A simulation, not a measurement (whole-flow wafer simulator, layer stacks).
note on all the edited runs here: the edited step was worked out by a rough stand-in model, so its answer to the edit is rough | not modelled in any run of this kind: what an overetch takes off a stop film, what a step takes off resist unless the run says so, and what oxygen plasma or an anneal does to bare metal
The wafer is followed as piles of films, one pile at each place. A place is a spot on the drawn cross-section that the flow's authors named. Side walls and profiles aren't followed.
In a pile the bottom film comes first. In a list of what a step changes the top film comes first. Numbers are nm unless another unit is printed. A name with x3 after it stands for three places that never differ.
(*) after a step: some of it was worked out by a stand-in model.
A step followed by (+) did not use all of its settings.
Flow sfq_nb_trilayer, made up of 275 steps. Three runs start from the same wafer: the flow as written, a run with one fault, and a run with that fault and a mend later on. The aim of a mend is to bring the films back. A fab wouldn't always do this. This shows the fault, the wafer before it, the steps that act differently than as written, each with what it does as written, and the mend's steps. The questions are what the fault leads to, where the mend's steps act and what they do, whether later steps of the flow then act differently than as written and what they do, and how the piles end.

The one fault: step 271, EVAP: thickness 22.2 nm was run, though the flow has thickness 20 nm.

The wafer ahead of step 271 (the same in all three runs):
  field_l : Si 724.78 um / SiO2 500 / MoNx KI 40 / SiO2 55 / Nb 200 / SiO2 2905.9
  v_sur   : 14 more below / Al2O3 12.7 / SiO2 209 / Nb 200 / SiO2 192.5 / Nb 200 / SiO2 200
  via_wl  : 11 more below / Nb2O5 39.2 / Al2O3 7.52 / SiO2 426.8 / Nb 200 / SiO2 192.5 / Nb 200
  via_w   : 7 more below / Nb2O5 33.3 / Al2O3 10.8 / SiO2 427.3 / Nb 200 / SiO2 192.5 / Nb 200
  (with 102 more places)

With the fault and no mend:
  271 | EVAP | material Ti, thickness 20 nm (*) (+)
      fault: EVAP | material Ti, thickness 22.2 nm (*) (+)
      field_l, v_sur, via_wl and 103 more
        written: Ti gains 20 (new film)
        fault: Ti gains 22.2 (new film)
  Steps later in the flow that act otherwise than as written:
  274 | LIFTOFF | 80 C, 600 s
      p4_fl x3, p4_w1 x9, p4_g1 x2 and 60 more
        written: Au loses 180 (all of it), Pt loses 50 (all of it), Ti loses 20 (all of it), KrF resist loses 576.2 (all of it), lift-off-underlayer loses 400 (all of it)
        fault: Au loses 180 (all of it), Pt loses 50 (all of it), Ti loses 22.2 (all of it), KrF resist loses 576.2 (all of it), lift-off-underlayer loses 400 (all of it)
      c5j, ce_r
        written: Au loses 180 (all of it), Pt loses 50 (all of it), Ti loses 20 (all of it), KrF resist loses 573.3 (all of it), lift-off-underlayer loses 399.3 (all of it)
        fault: Au loses 180 (all of it), Pt loses 50 (all of it), Ti loses 22.2 (all of it), KrF resist loses 573.3 (all of it), lift-off-underlayer loses 399.3 (all of it)
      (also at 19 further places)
  The piles end different from the flow's at field_l, v_sur, via_wl and 8 more by more than 2% or 0.5 nm, whichever is larger.
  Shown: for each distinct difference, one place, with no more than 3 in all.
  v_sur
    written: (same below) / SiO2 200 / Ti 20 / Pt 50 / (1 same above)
    fault: (same below) / SiO2 200 / Ti 22.2 / Pt 50 / (1 same above)
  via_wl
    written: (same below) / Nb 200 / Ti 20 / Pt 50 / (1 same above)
    fault: (same below) / Nb 200 / Ti 22.2 / Pt 50 / (1 same above)
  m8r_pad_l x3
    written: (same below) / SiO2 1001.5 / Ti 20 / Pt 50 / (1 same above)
    fault: (same below) / SiO2 1001.5 / Ti 22.2 / Pt 50 / (1 same above)

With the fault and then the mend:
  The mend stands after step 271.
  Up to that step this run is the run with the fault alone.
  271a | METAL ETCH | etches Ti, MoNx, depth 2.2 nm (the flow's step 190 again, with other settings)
      field_l, v_sur, via_wl and 103 more
        Ti loses 2.2
  None of the later steps of the flow acts differently than as written at any place that is followed.
  At every place that both follow, the piles at the end match the flow's.
